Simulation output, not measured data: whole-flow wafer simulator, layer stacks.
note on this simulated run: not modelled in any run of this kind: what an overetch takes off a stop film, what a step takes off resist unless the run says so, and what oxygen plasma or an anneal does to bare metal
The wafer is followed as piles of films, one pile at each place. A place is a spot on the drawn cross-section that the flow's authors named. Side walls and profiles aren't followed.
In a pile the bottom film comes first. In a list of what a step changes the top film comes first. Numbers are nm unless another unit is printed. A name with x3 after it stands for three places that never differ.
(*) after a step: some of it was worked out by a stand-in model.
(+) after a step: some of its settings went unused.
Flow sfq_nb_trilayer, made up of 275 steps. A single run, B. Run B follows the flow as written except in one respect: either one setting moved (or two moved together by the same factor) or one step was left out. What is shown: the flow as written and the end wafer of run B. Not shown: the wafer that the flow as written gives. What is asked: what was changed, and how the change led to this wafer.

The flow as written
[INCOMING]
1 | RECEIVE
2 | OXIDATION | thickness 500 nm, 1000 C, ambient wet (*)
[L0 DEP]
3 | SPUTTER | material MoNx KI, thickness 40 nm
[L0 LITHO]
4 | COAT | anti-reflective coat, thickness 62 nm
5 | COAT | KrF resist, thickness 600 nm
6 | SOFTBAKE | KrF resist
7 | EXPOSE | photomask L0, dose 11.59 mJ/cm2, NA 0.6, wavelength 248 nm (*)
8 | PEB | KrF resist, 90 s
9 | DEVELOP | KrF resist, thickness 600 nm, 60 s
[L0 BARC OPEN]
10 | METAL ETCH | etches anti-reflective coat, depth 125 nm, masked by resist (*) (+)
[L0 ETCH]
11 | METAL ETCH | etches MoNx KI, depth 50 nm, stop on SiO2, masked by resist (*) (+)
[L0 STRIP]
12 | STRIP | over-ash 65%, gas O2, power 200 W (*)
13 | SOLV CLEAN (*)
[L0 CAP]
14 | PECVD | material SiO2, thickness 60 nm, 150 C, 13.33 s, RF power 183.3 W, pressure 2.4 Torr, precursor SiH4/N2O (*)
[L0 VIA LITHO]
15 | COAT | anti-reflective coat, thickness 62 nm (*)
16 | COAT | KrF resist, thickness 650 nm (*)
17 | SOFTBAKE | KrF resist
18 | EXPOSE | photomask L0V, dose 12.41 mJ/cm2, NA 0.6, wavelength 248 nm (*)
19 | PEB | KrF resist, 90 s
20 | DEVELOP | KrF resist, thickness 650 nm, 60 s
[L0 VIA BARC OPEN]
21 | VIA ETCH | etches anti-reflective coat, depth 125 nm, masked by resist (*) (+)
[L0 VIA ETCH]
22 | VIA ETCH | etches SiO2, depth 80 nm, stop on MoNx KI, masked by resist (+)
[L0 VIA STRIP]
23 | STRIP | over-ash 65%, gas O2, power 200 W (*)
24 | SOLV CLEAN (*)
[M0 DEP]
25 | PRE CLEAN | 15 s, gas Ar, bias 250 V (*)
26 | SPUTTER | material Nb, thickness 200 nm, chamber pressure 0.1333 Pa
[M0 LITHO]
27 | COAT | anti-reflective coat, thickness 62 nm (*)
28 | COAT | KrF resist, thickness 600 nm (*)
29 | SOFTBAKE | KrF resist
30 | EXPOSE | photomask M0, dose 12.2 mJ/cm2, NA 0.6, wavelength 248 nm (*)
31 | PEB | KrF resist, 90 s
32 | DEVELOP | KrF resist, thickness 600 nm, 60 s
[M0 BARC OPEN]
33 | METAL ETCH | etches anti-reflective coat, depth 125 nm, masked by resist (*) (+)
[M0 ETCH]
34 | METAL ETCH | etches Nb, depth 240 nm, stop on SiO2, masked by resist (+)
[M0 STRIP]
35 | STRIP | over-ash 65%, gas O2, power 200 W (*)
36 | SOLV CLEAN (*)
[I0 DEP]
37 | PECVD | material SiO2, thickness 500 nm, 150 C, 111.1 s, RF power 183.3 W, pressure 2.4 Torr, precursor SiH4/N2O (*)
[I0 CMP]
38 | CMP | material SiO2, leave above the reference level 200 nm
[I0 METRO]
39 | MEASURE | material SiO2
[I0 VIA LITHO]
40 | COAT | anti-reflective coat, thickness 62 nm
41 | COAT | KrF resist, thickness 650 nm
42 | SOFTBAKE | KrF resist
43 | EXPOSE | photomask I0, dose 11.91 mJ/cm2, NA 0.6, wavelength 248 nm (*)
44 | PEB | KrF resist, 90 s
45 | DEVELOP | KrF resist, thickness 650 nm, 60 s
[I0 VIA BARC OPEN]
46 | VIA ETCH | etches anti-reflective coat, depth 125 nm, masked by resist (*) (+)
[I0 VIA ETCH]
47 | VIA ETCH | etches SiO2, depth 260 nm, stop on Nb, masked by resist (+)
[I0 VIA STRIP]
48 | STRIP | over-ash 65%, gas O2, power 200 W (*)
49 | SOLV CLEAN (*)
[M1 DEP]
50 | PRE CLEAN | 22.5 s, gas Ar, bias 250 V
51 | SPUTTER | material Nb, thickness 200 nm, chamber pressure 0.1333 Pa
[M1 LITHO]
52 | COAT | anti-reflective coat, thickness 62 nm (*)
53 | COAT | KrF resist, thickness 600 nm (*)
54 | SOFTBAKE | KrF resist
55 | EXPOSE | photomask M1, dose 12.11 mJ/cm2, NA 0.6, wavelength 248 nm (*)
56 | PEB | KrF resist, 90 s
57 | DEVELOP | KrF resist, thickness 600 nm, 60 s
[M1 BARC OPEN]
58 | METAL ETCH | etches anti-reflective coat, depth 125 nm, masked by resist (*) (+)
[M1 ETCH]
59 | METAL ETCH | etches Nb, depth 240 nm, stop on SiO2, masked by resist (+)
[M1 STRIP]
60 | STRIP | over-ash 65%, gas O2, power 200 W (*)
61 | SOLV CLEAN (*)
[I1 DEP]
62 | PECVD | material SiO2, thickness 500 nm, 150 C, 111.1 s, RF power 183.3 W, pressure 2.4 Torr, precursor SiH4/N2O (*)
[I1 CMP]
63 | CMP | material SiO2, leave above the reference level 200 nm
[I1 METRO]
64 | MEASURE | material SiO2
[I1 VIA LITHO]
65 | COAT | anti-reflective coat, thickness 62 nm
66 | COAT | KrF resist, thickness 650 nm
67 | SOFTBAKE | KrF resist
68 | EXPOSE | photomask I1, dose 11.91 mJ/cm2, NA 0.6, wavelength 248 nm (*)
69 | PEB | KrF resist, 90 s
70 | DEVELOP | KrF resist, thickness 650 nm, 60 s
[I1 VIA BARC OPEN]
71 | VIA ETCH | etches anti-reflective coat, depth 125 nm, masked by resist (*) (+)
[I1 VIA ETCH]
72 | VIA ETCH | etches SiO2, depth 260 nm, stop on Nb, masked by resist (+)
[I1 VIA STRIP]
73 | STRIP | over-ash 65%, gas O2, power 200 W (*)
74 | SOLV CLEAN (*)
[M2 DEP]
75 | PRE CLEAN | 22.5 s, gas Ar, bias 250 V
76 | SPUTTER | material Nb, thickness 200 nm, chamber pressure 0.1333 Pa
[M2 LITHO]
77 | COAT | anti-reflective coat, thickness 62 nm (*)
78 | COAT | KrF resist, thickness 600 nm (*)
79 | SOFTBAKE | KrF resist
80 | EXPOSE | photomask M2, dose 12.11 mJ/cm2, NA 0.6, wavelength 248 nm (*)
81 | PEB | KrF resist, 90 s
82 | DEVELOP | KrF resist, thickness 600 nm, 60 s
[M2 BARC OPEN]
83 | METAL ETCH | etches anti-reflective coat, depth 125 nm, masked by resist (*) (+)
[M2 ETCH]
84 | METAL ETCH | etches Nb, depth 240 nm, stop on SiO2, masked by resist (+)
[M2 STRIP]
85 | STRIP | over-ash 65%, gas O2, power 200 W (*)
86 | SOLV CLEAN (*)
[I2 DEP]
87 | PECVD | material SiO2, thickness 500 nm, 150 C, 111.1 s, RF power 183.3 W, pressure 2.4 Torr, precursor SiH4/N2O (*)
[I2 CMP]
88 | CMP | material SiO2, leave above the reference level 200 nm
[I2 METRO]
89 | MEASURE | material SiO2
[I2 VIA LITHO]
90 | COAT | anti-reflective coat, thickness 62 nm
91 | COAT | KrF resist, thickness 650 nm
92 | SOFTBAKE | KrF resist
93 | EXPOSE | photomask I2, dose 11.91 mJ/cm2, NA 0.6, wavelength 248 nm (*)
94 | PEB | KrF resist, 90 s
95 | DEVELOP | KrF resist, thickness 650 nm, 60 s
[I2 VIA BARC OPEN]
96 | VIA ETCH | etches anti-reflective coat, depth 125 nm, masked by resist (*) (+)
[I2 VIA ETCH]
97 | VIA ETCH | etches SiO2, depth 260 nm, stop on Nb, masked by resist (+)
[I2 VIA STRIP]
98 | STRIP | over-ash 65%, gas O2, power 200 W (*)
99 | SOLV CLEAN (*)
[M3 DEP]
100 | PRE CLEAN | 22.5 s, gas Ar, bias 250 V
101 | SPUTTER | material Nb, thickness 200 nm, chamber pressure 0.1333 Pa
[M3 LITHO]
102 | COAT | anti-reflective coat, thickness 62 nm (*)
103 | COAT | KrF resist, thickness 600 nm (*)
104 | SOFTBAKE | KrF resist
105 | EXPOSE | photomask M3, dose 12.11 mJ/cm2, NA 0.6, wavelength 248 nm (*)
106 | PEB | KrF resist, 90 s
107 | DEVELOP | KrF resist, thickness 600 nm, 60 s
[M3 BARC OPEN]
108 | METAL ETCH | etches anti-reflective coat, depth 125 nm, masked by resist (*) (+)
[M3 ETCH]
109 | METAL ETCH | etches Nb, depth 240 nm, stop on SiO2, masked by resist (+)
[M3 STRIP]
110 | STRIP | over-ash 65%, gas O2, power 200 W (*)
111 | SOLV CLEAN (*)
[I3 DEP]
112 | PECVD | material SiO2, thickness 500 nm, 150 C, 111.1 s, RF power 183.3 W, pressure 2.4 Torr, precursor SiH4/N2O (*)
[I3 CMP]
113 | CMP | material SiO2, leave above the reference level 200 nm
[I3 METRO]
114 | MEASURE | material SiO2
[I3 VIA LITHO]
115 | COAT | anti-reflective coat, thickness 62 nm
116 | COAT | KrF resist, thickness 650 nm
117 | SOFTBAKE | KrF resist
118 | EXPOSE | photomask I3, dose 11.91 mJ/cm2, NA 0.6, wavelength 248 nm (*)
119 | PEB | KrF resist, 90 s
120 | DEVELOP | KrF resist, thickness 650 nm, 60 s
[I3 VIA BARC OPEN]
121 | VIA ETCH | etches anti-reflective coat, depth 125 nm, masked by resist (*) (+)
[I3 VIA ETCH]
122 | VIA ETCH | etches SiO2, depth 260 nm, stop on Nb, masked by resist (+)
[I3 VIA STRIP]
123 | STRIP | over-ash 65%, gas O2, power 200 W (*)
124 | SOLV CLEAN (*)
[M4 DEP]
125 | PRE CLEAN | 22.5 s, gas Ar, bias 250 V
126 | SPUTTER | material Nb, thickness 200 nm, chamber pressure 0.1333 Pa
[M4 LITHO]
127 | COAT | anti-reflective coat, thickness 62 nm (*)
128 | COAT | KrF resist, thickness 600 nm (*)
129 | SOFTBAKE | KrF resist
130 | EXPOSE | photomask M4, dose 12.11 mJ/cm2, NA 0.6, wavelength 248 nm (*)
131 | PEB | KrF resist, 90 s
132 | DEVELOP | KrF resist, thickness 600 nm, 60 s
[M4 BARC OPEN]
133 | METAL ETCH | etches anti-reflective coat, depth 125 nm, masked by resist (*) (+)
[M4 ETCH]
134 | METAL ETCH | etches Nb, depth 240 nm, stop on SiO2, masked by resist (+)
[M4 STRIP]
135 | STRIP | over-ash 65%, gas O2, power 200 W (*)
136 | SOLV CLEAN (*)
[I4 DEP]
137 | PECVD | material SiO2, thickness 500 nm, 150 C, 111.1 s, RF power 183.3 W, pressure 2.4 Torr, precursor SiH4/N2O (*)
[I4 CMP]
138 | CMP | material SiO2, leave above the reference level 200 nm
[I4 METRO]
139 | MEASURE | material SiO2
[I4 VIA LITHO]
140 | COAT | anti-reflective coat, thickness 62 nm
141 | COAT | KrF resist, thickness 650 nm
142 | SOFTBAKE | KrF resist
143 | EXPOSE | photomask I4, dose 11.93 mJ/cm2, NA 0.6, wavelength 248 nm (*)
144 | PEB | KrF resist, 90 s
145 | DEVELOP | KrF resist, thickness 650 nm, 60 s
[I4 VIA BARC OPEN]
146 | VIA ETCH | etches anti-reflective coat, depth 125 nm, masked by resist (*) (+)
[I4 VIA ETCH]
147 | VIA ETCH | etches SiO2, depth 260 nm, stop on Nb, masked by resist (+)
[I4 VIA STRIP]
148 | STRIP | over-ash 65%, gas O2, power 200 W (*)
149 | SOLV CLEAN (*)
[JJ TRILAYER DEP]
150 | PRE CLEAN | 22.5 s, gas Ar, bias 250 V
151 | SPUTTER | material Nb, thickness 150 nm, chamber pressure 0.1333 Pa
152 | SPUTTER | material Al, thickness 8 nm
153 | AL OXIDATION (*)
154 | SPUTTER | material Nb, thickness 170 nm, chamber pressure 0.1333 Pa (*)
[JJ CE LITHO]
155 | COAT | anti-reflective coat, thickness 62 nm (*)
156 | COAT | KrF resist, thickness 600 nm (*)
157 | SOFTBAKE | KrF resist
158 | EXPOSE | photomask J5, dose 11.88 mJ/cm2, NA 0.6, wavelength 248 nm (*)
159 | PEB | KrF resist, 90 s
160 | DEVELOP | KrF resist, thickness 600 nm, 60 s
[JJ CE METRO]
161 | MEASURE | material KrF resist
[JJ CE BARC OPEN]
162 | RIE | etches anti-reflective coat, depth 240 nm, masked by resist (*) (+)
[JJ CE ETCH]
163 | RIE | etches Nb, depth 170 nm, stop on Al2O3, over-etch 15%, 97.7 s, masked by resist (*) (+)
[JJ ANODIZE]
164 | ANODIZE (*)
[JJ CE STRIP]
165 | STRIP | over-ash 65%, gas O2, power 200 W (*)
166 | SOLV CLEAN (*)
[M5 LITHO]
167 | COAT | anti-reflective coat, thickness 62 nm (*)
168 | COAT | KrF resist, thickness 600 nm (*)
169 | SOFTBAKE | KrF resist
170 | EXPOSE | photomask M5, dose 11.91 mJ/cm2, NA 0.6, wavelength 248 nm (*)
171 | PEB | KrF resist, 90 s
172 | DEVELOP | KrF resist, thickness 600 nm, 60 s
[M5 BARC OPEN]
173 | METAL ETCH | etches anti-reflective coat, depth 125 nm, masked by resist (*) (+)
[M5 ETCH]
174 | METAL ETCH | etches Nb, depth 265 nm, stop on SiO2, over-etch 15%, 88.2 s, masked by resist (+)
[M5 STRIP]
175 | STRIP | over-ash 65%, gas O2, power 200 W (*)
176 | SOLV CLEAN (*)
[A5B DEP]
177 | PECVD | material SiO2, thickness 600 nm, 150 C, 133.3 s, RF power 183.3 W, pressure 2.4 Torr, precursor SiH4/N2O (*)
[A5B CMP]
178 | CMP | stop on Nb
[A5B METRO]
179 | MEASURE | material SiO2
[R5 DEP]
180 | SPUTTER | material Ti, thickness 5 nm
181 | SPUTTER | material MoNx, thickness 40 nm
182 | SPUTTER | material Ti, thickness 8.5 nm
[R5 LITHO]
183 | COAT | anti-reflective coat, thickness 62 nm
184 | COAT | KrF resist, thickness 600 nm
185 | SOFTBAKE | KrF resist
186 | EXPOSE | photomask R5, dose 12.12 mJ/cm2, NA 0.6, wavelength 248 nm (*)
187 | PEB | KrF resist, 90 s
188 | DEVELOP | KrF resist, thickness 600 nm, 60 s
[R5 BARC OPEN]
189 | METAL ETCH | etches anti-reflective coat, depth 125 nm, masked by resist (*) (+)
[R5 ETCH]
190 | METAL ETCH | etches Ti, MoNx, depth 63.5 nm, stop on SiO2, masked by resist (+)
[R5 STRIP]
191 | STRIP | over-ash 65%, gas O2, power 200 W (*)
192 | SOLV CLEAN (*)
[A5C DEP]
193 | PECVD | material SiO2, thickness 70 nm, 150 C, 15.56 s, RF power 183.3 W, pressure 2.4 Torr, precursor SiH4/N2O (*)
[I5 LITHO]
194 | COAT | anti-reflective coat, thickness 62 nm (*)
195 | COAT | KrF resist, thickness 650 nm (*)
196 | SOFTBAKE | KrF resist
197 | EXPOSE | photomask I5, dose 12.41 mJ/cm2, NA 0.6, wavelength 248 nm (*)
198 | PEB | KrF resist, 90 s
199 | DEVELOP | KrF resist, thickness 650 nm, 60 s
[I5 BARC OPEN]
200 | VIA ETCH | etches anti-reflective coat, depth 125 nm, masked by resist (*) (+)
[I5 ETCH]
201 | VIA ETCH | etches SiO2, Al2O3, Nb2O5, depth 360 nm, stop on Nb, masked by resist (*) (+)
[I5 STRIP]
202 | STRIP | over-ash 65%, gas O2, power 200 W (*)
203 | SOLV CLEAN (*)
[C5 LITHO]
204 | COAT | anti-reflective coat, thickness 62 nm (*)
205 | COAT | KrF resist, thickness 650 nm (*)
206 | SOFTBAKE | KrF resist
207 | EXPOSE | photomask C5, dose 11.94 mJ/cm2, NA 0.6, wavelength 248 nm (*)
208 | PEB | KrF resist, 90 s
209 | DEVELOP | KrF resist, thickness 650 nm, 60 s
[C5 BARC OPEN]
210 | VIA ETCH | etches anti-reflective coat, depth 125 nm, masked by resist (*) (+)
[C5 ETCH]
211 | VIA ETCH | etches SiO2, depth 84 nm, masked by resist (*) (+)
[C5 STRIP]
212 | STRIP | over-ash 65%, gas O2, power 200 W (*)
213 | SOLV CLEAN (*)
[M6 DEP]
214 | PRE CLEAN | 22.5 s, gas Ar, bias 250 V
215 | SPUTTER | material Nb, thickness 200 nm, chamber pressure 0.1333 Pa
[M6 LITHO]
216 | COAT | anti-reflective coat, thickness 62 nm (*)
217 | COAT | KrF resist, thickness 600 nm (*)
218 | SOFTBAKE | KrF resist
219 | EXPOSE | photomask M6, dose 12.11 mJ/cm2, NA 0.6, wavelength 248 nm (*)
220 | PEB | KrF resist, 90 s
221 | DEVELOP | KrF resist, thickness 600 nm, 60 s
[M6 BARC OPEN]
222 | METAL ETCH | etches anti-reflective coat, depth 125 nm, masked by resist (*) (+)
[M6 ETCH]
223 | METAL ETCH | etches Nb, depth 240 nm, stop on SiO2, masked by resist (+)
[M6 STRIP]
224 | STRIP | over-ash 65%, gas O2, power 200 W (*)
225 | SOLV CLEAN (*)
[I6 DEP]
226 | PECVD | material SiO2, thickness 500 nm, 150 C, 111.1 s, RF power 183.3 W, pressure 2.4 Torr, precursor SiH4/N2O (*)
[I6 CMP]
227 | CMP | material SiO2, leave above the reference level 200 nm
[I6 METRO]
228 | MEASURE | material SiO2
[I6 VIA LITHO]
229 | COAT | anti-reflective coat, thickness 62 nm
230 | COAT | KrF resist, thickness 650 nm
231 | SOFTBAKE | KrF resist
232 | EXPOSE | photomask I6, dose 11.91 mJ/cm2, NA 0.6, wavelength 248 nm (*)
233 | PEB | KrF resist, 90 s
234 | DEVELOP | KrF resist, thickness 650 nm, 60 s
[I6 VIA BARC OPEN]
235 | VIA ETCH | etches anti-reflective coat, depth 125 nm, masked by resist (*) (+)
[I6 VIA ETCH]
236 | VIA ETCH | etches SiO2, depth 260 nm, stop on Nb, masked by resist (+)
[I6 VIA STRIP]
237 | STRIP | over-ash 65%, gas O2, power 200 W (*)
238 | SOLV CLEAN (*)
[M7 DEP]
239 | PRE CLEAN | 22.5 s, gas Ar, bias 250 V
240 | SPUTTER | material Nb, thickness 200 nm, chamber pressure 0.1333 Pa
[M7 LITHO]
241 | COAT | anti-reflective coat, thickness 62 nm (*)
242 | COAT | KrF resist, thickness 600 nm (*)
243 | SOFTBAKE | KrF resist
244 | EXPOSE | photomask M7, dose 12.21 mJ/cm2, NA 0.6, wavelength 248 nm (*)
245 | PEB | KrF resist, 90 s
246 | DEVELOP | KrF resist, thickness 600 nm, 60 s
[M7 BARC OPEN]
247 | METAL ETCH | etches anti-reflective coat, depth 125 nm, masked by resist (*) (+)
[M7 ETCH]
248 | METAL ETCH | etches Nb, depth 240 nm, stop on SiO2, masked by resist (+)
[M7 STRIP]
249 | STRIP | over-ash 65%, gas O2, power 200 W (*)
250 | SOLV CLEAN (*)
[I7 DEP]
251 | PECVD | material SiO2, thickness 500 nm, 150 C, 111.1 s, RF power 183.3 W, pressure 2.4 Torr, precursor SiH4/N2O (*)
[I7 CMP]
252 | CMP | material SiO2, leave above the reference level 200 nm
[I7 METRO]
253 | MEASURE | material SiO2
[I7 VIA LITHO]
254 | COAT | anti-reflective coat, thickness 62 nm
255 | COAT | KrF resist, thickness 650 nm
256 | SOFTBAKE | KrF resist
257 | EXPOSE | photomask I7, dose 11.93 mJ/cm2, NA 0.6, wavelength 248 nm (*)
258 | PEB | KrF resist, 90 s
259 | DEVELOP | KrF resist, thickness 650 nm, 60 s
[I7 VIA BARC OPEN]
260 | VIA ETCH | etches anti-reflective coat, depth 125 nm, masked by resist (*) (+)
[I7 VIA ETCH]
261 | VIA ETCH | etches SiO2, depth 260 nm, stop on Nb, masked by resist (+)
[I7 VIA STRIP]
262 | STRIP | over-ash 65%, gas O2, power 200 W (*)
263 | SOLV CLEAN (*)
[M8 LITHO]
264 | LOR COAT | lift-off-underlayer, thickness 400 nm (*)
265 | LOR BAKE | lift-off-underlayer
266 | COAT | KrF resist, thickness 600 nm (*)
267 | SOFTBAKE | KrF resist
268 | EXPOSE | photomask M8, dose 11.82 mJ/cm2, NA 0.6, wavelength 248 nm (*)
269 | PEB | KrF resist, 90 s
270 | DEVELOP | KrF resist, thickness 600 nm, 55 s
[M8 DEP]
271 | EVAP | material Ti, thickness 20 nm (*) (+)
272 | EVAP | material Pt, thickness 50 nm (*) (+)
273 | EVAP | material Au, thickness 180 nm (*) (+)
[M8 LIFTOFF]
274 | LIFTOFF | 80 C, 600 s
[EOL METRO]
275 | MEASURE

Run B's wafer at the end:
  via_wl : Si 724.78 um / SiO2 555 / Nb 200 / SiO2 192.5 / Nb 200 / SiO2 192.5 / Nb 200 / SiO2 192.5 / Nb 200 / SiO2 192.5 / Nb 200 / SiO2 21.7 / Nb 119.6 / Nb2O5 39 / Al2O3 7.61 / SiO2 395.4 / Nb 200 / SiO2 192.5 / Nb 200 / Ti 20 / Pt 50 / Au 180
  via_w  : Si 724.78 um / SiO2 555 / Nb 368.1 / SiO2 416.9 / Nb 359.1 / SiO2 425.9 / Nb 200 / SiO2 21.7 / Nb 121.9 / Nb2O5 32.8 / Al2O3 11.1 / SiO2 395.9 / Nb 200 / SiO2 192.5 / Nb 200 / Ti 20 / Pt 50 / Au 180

Cause: step 147, VIA ETCH: depth 170.6 nm was run, while the flow as written has depth 260 nm.

Step by step, how the change led to this:
  147 | VIA ETCH | etches SiO2, depth 260 nm, stop on Nb, masked by resist (+)
      via_wl, via_w, via_wr: SiO2 loses 170.6 (in the flow as written it would be: SiO2 loses 199.8 (all of it))
      field_l, v_sur, via_sp and 100 more: KrF resist loses 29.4 (in the flow as written it would be: KrF resist loses 44.8)
  148 | STRIP | over-ash 65%, gas O2, power 200 W (*)
      field_l, v_sur, via_sp and 100 more: KrF resist loses 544 (all of it), anti-reflective coat loses 62 (all of it) (in the flow as written it would be: KrF resist loses 528.6 (all of it), anti-reflective coat loses 62 (all of it))
  150 | PRE CLEAN | 22.5 s, gas Ar, bias 250 V
      via_wl, via_w, via_wr: SiO2 loses 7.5 (in the flow as written it would be: Nb loses 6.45)
  151 | SPUTTER | material Nb, thickness 150 nm, chamber pressure 0.1333 Pa
      via_wl, via_w, via_wr: Nb gains 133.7 (new film) (in the flow as written it would be: Nb gains 130.4)
  154 | SPUTTER | material Nb, thickness 170 nm, chamber pressure 0.1333 Pa (*)
      via_wl, via_wr: Nb gains 145.6 (new film) (in the flow as written it would be: Nb gains 140.7 (new film))
      via_w: Nb gains 145.9 (new film) (in the flow as written it would be: Nb gains 141 (new film))
  155 | COAT | anti-reflective coat, thickness 62 nm (*)
      via_wl, via_wr: anti-reflective coat gains 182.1 (new film) (in the flow as written it would be: anti-reflective coat gains 209.4 (new film))
      v_sur: anti-reflective coat gains 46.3 (new film) (in the flow as written it would be: anti-reflective coat gains 45.1 (new film))
      (and at 1 other place as well)
  156 | COAT | KrF resist, thickness 600 nm (*)
      via_w: KrF resist gains 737 (new film) (in the flow as written it would be: KrF resist gains 763.8 (new film))
  160 | DEVELOP | KrF resist, thickness 600 nm, 60 s
      via_w: KrF resist loses 735.4 (all of it) (in the flow as written it would be: KrF resist loses 762.1 (all of it))
  162 | RIE | etches anti-reflective coat, depth 240 nm, masked by resist (*) (+)
      ce_l, c5j, ce_r, wl_jj: KrF resist loses 182.1 (in the flow as written it would be: KrF resist loses 209.4)
      via_wl, via_wr: anti-reflective coat loses 182.1 (all of it) (in the flow as written it would be: anti-reflective coat loses 209.4 (all of it))
      (and at 2 other places as well)
  163 | RIE | etches Nb, depth 170 nm, stop on Al2O3, over-etch 15%, 97.7 s, masked by resist (*) (+)
      via_wl, via_wr: Nb loses 145.6 (all of it), Al2O3 loses 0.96 (all of it) (in the flow as written it would be: Nb loses 140.7 (all of it), Al2O3 loses 0.96 (all of it))
      via_w: Nb loses 145.9 (all of it), Al2O3 loses 0.96 (all of it) (in the flow as written it would be: Nb loses 141 (all of it), Al2O3 loses 0.96 (all of it))
  165 | STRIP | over-ash 65%, gas O2, power 200 W (*)
      ce_l: KrF resist loses 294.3 (all of it), anti-reflective coat loses 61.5 (all of it) (in the flow as written it would be: KrF resist loses 266.8 (all of it), anti-reflective coat loses 61.4 (all of it))
      c5j: KrF resist loses 294.4 (all of it), anti-reflective coat loses 61.5 (all of it) (in the flow as written it would be: KrF resist loses 266.9 (all of it), anti-reflective coat loses 61.5 (all of it))
      (and at 2 other places as well)
  167 | COAT | anti-reflective coat, thickness 62 nm (*)
      v_sur: anti-reflective coat gains 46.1 (new film) (in the flow as written it would be: anti-reflective coat gains 44.9 (new film))
      via_wl: anti-reflective coat gains 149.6 (new film) (in the flow as written it would be: anti-reflective coat gains 170.5 (new film))
      (and at 3 other places as well)
  168 | COAT | KrF resist, thickness 600 nm (*)
      via_w: KrF resist gains 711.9 (new film) (in the flow as written it would be: KrF resist gains 732.6 (new film))
  175 | STRIP | over-ash 65%, gas O2, power 200 W (*)
      v_sur: KrF resist loses 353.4 (all of it), anti-reflective coat loses 46.1 (all of it) (in the flow as written it would be: KrF resist loses 349.2 (all of it), anti-reflective coat loses 44.9 (all of it))
      via_wl: KrF resist loses 424 (all of it), anti-reflective coat loses 149.6 (all of it) (in the flow as written it would be: KrF resist loses 427 (all of it), anti-reflective coat loses 170.5 (all of it))
      (and at 4 other places as well)
  178 | CMP | stop on Nb
      via_wl, via_wr: SiO2 loses 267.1 (in the flow as written it would be: SiO2 loses 235.7)
      via_w: SiO2 loses 266.6 (in the flow as written it would be: SiO2 loses 235.2)
With metal films that touch counted as one body, via_wl has 8 bodies (between them, from the top down: SiO2 192.5; SiO2 395.4 / Al2O3 7.61 / Nb2O5 39; SiO2 21.7; SiO2 192.5; SiO2 192.5; SiO2 192.5; SiO2 192.5); the flow as written gives 7 bodies (between them, from the top down: SiO2 192.5; SiO2 426.8 / Al2O3 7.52 / Nb2O5 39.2; SiO2 192.5; SiO2 192.5; SiO2 192.5; SiO2 192.5).
With metal films that touch counted as one body, via_w has 6 bodies (between them, from the top down: SiO2 192.5; SiO2 395.9 / Al2O3 11.1 / Nb2O5 32.8; SiO2 21.7; SiO2 425.9; SiO2 416.9); the flow as written gives 5 bodies (between them, from the top down: SiO2 192.5; SiO2 427.3 / Al2O3 10.8 / Nb2O5 33.3; SiO2 425.9; SiO2 416.9).
